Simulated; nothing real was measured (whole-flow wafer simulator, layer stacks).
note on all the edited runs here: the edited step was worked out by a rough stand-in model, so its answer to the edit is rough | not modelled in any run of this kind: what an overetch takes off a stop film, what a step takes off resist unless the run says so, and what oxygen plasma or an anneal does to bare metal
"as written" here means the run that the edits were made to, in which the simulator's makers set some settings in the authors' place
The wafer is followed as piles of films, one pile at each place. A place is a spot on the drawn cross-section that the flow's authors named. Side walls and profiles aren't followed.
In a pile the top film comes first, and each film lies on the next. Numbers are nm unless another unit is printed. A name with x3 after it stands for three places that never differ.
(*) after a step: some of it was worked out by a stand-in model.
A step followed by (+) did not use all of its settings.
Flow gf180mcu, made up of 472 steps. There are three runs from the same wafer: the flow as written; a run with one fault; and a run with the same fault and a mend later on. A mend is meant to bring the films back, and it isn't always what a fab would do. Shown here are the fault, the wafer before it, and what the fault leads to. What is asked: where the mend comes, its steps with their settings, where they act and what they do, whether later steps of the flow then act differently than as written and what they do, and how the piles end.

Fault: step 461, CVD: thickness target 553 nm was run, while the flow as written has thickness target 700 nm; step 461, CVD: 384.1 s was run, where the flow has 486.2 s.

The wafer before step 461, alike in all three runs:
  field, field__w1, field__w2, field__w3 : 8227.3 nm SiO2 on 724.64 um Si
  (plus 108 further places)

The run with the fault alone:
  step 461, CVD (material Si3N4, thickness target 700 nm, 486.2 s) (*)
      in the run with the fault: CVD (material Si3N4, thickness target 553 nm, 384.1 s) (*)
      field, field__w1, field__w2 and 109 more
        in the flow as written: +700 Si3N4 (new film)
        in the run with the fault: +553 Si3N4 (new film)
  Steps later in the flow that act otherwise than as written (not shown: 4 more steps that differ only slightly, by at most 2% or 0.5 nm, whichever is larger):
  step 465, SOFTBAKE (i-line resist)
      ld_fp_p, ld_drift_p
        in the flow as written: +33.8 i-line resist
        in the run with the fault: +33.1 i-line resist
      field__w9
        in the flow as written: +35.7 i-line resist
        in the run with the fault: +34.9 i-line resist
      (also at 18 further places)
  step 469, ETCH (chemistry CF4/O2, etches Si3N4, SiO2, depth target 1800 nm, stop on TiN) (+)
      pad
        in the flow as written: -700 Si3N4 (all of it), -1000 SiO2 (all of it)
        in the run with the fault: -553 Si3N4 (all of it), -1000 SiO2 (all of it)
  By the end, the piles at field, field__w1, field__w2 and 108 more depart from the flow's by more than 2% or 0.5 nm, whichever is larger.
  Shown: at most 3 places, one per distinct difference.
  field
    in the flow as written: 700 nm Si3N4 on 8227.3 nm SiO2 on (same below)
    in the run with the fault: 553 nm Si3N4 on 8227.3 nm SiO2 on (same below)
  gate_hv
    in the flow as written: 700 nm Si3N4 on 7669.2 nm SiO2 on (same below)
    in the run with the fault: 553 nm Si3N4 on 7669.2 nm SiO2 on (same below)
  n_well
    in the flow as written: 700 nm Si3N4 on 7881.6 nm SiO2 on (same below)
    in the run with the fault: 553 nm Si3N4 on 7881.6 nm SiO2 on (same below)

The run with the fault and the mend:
  The mend stands after step 461.
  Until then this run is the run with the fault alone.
  step 461a, CVD (material Si3N4, thickness target 147 nm, 102.1 s) (*) (the flow's step 461, run once more with other settings)
      field, field__w1, field__w2 and 109 more
        +147.1 Si3N4
  None of the later steps of the flow differs from how it acts as written, at any place that is followed, by more than 2% or 0.5 nm, whichever is larger.
  At the end the piles are close to the flow's at the places that both follow, differing by at most 2% or 0.5 nm, whichever is larger.
